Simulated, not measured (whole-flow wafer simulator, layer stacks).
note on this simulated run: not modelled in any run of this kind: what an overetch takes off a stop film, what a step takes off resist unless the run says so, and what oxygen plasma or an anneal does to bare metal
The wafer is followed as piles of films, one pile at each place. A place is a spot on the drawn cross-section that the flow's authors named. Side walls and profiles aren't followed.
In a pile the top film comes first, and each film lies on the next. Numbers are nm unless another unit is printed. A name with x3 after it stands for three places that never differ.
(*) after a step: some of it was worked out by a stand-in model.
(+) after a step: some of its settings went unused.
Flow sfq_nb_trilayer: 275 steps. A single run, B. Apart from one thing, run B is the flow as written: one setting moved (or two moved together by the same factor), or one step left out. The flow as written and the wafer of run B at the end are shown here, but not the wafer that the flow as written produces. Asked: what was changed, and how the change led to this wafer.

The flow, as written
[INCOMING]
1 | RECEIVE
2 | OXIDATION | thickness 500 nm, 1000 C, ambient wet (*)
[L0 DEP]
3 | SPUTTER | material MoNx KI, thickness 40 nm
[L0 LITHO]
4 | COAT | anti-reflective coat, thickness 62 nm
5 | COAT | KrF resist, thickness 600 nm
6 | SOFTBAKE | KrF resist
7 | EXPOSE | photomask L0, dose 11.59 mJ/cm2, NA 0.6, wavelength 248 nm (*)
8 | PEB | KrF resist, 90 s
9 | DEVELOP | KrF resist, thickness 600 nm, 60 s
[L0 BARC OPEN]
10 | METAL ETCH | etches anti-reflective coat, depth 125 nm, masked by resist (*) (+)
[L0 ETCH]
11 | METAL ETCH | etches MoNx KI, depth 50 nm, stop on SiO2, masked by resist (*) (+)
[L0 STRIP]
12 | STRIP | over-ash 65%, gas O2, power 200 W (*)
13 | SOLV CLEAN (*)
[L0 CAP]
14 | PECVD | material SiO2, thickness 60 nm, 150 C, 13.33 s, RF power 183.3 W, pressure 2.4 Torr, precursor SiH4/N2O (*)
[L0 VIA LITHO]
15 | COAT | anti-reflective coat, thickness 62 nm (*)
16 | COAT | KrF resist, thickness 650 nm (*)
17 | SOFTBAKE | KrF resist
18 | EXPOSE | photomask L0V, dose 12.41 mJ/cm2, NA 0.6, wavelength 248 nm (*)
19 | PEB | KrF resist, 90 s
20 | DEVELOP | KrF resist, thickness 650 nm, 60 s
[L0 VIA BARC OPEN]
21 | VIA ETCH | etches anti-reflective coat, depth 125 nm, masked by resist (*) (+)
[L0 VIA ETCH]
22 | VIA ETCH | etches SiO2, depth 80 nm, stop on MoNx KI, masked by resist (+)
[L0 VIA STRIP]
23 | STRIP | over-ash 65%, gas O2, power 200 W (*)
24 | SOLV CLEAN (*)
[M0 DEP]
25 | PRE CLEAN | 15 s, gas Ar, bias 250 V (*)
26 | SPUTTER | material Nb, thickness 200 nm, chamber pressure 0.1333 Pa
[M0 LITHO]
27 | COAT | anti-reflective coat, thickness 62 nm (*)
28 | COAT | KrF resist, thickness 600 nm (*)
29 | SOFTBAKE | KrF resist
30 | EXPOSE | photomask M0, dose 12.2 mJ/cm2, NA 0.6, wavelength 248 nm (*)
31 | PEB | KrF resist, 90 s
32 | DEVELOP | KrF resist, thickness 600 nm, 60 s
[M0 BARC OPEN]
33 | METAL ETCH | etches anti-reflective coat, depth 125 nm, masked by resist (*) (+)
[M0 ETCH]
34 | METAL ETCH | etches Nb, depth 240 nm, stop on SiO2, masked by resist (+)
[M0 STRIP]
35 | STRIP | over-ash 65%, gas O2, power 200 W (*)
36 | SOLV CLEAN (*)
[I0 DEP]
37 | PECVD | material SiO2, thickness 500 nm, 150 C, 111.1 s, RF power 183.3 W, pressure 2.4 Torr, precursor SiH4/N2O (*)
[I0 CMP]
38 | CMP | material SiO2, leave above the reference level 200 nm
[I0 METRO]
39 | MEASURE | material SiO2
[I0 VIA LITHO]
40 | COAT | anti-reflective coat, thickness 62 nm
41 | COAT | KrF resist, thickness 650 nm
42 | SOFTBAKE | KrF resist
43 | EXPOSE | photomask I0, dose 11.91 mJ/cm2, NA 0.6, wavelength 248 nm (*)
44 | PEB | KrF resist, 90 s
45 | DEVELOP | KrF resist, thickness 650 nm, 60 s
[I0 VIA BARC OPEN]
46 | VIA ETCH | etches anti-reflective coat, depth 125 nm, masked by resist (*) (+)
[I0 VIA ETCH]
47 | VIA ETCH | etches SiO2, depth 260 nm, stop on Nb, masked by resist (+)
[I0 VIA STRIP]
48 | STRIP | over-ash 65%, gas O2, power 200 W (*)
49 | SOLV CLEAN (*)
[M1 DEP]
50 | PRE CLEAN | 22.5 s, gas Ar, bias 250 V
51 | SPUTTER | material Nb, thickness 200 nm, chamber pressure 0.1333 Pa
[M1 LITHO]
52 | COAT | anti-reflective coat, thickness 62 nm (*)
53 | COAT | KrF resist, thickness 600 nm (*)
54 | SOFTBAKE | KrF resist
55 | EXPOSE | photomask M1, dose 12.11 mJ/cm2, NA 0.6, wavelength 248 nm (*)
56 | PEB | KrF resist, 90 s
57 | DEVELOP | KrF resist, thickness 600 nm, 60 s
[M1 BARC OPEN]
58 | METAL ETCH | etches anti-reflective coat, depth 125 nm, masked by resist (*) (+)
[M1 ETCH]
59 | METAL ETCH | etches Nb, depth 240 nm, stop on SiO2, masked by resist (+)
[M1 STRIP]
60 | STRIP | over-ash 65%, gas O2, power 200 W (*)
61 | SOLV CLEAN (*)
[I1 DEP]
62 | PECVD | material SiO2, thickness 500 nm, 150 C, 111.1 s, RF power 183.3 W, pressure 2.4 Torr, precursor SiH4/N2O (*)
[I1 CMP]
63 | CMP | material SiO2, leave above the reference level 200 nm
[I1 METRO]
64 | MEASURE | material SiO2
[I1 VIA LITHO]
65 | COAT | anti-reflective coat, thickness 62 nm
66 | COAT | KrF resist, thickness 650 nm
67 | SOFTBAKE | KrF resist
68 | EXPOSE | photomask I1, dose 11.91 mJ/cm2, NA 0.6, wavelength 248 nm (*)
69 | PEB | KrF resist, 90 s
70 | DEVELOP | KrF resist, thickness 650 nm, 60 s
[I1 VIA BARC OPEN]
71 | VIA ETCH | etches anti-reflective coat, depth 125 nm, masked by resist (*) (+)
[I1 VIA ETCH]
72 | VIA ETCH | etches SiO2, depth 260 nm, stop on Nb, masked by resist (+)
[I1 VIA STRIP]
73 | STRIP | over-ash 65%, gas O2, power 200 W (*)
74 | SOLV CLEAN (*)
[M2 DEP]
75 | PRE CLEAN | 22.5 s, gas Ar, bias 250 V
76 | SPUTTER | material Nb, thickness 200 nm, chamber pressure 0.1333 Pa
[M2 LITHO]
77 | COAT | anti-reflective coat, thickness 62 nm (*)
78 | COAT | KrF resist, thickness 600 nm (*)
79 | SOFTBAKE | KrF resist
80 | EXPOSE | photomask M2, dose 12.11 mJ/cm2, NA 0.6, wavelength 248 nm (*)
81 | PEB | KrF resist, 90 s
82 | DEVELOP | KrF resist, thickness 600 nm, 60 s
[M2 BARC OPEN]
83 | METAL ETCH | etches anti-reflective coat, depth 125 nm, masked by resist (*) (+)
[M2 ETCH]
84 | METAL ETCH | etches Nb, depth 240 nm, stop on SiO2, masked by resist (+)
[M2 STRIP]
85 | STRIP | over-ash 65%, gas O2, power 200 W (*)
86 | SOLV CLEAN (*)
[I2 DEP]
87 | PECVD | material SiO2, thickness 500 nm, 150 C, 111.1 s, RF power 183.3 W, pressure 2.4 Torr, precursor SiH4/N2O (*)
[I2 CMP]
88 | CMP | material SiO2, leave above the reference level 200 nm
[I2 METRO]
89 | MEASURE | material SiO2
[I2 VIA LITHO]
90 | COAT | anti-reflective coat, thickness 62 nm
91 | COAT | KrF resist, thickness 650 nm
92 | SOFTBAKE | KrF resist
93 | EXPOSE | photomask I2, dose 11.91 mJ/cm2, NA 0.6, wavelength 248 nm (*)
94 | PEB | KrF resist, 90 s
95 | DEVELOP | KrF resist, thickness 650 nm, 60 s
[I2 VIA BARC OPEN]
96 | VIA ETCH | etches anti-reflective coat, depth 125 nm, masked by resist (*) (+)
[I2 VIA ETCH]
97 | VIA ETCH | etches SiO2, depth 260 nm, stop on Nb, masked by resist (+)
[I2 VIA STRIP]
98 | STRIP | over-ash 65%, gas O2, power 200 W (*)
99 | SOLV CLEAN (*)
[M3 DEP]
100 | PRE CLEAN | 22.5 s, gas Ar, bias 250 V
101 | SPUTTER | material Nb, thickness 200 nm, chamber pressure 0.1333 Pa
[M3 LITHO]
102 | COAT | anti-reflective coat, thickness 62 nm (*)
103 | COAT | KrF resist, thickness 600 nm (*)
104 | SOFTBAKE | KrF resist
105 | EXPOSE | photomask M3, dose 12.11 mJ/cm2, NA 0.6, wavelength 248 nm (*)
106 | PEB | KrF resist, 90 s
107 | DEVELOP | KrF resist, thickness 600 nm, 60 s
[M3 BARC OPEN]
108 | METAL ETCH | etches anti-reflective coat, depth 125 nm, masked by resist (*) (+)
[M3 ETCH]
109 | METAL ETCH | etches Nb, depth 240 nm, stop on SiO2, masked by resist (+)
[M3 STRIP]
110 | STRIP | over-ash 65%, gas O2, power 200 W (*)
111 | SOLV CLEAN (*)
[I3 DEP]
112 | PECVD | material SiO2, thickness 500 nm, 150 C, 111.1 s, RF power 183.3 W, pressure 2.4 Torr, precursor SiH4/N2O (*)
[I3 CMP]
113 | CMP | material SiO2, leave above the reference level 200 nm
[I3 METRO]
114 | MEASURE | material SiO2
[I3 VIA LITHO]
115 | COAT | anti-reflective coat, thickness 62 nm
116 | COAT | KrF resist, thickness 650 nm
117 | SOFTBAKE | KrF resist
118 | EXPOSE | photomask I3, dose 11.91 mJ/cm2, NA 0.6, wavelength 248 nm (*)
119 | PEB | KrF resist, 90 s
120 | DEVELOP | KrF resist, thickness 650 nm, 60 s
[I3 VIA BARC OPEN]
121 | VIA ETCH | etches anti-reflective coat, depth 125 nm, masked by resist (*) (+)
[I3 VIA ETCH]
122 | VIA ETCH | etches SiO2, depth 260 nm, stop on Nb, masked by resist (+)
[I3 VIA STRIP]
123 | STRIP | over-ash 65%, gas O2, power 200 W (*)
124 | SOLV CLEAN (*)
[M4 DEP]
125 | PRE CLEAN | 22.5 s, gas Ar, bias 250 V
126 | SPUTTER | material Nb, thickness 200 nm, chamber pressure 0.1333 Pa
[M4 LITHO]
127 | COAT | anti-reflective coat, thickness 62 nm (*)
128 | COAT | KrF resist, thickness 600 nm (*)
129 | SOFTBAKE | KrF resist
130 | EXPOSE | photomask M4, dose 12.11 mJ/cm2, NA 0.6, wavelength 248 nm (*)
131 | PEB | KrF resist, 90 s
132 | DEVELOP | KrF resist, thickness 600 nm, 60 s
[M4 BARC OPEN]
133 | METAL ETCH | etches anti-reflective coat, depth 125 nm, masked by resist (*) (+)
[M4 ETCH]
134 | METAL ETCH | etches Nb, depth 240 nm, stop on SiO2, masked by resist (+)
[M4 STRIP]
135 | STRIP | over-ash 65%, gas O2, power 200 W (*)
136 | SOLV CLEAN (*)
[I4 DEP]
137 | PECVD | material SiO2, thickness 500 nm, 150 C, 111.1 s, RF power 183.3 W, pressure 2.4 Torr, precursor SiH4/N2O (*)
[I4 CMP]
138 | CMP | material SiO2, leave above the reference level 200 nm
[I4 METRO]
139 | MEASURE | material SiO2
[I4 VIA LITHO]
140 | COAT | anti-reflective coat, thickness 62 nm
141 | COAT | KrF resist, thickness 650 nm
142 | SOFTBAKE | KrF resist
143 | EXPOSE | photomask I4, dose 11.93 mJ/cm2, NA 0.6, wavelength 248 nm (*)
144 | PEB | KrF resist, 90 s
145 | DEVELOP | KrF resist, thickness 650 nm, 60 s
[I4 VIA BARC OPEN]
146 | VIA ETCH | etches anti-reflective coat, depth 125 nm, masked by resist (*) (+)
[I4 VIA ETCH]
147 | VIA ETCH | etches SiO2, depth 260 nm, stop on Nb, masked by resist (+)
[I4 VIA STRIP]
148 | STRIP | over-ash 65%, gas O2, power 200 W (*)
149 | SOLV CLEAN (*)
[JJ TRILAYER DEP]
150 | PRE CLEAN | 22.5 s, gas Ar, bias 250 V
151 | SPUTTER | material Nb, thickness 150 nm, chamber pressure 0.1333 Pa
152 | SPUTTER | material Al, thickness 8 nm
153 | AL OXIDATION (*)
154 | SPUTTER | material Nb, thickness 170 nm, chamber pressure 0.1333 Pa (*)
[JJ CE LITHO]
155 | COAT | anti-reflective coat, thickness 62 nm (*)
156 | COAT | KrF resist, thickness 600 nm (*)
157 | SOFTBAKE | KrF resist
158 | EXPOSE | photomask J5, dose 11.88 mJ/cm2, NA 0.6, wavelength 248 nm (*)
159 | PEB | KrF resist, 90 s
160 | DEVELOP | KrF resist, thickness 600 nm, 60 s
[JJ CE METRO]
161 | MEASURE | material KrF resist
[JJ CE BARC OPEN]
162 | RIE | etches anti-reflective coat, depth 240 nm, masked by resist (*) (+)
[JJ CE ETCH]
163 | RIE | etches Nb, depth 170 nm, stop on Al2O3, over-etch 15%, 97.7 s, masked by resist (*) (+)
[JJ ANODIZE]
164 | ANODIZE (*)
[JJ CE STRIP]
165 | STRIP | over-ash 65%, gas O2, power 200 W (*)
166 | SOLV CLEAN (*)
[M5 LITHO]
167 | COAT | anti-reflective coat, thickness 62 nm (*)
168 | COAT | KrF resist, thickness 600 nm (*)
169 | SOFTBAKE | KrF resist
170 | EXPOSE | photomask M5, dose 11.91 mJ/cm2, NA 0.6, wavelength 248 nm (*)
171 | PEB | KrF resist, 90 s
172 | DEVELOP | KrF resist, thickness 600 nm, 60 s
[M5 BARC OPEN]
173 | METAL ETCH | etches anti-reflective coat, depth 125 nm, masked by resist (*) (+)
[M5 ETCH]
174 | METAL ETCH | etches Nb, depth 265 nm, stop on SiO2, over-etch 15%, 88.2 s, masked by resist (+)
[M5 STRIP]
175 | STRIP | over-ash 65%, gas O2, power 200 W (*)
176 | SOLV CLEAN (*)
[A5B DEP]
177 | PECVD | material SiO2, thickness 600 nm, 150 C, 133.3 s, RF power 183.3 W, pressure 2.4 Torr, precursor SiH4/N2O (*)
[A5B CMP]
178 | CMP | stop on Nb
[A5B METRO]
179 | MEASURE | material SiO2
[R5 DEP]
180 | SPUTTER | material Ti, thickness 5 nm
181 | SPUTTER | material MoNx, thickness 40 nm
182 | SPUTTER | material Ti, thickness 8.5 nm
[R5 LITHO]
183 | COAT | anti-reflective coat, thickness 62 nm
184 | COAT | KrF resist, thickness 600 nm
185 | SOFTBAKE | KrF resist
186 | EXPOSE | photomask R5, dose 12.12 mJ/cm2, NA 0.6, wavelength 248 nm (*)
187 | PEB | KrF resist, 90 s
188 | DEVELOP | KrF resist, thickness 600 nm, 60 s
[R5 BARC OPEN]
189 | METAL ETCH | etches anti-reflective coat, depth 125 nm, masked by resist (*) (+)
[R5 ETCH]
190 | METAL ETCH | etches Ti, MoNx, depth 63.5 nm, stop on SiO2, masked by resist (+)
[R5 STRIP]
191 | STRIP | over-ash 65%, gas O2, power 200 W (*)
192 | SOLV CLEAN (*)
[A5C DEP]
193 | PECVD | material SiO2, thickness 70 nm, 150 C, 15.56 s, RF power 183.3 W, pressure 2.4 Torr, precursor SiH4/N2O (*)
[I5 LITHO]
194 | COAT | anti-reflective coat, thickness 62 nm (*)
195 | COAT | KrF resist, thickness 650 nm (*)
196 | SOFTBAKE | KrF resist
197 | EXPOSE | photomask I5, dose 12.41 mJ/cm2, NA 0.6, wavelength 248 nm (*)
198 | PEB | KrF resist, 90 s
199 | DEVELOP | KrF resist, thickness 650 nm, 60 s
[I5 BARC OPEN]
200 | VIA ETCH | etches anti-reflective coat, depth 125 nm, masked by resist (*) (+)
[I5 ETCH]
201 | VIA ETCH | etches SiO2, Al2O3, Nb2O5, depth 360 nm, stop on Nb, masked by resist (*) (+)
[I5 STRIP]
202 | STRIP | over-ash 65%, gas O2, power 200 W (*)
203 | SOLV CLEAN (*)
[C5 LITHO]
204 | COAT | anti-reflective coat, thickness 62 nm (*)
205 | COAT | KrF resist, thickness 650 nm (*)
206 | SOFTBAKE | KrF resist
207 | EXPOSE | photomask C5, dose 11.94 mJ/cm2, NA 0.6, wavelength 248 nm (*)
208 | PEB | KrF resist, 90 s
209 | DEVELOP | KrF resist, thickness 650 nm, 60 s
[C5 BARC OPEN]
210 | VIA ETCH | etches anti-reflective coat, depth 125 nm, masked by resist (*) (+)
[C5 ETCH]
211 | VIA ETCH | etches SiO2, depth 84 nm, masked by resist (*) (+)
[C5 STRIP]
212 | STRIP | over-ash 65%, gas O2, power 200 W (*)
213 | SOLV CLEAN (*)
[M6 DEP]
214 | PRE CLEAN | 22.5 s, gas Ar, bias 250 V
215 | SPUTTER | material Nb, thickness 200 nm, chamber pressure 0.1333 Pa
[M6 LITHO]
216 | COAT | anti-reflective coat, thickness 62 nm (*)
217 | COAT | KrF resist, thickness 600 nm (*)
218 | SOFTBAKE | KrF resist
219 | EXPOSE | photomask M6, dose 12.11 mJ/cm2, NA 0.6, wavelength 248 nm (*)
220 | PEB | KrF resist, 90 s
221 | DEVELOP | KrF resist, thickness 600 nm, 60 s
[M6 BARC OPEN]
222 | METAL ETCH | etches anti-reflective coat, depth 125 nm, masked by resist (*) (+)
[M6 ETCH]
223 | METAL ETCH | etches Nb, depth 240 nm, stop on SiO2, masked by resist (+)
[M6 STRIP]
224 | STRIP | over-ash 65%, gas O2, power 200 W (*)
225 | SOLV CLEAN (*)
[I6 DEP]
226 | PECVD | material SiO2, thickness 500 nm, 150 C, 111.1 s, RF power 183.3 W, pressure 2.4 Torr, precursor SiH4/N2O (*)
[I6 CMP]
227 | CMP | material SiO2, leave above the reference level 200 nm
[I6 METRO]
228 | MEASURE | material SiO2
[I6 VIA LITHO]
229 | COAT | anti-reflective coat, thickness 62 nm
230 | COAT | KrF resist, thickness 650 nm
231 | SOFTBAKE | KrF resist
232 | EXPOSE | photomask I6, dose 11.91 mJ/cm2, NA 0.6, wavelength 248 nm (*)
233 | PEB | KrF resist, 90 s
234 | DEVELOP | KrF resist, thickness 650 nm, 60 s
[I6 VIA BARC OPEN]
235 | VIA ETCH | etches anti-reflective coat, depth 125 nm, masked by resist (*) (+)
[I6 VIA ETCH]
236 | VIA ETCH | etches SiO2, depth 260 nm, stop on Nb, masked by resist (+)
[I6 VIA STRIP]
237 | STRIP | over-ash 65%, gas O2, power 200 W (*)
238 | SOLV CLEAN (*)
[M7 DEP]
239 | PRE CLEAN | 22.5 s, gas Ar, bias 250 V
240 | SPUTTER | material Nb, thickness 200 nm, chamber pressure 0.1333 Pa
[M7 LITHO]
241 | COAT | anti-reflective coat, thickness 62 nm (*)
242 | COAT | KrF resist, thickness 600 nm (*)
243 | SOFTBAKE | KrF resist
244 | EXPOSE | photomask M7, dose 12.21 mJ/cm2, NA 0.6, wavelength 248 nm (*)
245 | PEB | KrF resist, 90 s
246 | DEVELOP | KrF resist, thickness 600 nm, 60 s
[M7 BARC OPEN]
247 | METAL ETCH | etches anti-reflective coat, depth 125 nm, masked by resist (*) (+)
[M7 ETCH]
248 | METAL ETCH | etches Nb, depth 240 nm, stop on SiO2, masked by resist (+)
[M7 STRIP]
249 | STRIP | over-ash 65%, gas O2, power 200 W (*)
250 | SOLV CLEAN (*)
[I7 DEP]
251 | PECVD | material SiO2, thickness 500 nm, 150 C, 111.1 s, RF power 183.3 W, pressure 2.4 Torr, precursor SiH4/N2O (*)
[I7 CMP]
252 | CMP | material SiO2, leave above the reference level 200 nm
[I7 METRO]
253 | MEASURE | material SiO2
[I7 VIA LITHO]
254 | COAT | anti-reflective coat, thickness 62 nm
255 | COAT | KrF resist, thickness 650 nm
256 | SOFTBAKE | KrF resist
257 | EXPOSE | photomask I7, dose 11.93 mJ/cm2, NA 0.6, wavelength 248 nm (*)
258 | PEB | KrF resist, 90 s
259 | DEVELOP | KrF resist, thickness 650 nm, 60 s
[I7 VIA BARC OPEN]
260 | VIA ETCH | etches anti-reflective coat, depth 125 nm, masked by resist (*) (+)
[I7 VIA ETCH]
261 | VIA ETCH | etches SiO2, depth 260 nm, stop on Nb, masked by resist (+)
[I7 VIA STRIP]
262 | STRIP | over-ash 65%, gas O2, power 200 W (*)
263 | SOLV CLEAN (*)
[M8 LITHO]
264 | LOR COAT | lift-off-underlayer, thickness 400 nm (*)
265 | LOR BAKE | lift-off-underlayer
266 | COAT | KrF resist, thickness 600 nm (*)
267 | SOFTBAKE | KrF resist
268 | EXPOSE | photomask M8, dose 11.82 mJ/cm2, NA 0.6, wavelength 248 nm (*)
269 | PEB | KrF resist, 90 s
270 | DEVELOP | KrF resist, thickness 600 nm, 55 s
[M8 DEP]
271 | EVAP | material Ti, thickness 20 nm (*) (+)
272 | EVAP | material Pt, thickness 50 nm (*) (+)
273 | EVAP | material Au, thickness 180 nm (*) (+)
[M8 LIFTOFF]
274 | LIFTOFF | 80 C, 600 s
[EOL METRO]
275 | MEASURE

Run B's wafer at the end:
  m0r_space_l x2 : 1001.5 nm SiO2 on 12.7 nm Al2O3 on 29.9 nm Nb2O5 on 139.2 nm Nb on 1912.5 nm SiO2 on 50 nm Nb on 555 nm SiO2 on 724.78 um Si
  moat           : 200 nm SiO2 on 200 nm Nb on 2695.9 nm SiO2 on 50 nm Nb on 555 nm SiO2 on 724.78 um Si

The reason: step 34, METAL ETCH: depth 150 nm was run, while the flow as written has depth 240 nm.

The path from the change to this, step by step:
  34 | METAL ETCH | etches Nb, depth 240 nm, stop on SiO2, masked by resist (+)
      moat, m0r_space_l x2: Nb loses 150 (as written it would have been: Nb loses 200 (all of it))
      field_l, v_sur, via_wl and 100 more: KrF resist loses 88.2 (as written it would have been: KrF resist loses 141.2)
  35 | STRIP | over-ash 65%, gas O2, power 200 W (*)
      p4_fl, p4_fm, p4_w1 and 68 more: KrF resist loses 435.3 (all of it), anti-reflective coat loses 62 (all of it) (as written it would have been: KrF resist loses 382.4 (all of it), anti-reflective coat loses 62 (all of it))
      c5j, ce_r, sp_r, be_r, r_sur, res: KrF resist loses 442 (all of it), anti-reflective coat loses 63.6 (all of it) (as written it would have been: KrF resist loses 389 (all of it), anti-reflective coat loses 63.6 (all of it))
      (as well as at 26 more places)
  37 | PECVD | material SiO2, thickness 500 nm, 150 C, 111.1 s, RF power 183.3 W, pressure 2.4 Torr, precursor SiH4/N2O (*)
      moat, m0r_space_l x2: SiO2 gains 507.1 (new film) (as written it would have been: SiO2 gains 557.1)
Taking metal films that touch as one body, m0r_space_l x2 has 2 bodies (between them, from the top down: SiO2 1912.5); the flow as written gives 1 body.
Taking metal films that touch as one body, moat has 2 bodies (between them, from the top down: SiO2 2695.9); the flow as written gives 1 body.
